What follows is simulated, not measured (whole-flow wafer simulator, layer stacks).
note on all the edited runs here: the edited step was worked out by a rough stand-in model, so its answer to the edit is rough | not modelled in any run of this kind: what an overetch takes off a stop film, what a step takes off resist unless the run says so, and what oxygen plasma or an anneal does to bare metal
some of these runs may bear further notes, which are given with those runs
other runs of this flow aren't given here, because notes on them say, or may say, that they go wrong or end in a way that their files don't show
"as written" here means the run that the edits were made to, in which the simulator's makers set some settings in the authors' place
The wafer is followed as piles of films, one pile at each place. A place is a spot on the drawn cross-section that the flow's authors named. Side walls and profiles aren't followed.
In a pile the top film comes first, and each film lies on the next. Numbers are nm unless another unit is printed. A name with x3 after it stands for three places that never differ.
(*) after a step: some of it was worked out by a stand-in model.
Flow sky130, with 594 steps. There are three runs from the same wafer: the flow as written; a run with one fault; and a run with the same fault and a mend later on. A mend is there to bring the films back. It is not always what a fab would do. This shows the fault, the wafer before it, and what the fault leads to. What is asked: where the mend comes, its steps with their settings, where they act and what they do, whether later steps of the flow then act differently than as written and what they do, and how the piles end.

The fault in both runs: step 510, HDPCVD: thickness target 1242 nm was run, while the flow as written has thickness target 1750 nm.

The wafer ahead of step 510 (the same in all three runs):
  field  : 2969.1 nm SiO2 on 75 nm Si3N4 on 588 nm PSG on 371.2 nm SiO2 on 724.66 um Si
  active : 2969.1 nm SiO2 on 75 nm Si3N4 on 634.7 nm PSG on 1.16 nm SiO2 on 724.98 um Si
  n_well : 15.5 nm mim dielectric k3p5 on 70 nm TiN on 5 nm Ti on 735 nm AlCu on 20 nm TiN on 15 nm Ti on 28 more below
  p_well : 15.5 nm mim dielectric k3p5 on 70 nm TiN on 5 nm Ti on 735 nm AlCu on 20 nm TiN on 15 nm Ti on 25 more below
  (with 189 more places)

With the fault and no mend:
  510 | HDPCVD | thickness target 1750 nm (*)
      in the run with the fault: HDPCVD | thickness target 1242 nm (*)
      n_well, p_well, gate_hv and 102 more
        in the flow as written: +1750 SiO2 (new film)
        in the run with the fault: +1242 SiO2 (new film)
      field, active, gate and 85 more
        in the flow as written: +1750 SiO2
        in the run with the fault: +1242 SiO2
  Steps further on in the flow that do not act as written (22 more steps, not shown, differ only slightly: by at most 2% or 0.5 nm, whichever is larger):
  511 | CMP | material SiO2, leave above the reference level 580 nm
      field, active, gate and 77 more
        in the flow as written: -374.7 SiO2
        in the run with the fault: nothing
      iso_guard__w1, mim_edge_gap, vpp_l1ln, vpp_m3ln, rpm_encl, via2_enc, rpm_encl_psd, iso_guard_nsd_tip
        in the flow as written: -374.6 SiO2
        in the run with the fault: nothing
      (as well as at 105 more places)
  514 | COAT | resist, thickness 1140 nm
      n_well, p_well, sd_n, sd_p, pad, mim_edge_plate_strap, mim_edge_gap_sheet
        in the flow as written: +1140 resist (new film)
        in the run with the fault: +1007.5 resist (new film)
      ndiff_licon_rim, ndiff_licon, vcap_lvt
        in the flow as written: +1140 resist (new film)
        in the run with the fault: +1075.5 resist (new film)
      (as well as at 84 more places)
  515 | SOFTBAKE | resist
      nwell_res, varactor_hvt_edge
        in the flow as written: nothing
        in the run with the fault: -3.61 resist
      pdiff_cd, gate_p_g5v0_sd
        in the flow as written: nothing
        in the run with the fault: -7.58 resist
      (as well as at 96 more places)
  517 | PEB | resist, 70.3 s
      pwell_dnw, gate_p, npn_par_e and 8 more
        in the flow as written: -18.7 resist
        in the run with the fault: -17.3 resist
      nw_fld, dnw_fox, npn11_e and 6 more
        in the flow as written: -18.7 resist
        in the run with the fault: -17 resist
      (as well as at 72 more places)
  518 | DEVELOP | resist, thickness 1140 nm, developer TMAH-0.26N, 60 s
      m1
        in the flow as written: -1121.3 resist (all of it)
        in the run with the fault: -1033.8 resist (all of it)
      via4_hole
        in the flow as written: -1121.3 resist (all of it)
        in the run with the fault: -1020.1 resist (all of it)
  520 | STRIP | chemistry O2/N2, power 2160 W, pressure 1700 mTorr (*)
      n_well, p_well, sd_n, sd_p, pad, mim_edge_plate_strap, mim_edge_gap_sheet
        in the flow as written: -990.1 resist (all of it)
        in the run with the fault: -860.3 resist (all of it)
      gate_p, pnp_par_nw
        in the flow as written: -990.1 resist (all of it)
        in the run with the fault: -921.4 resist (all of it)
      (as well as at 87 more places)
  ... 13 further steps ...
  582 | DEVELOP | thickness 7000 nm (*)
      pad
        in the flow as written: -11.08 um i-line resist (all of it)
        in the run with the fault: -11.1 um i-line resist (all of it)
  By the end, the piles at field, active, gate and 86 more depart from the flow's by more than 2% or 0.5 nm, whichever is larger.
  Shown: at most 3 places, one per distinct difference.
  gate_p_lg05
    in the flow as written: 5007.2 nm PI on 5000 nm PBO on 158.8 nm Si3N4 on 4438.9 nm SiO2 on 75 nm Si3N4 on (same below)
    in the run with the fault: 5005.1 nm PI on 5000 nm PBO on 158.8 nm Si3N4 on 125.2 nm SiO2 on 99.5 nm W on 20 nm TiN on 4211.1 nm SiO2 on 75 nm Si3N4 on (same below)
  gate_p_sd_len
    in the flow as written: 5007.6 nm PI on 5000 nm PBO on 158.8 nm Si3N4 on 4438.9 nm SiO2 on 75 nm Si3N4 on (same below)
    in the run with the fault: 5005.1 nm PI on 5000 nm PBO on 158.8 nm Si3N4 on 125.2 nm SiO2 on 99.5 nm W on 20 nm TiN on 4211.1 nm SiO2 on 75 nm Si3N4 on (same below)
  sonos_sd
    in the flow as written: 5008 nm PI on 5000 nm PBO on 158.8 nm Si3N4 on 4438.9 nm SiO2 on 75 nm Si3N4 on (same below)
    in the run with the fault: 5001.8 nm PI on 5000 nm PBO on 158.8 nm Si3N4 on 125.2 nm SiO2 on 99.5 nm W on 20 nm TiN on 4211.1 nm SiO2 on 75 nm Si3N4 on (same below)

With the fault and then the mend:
  The mend stands after step 510.
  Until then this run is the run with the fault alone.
  510a | HDPCVD | thickness target 508 nm (*) (a further turn of the flow's step 510, with different settings)
      field, active, n_well and 190 more
        +508 SiO2
  Later steps of the flow that are run all act as written at every place that is followed.
  The piles end the same as the flow's at every place that both follow.
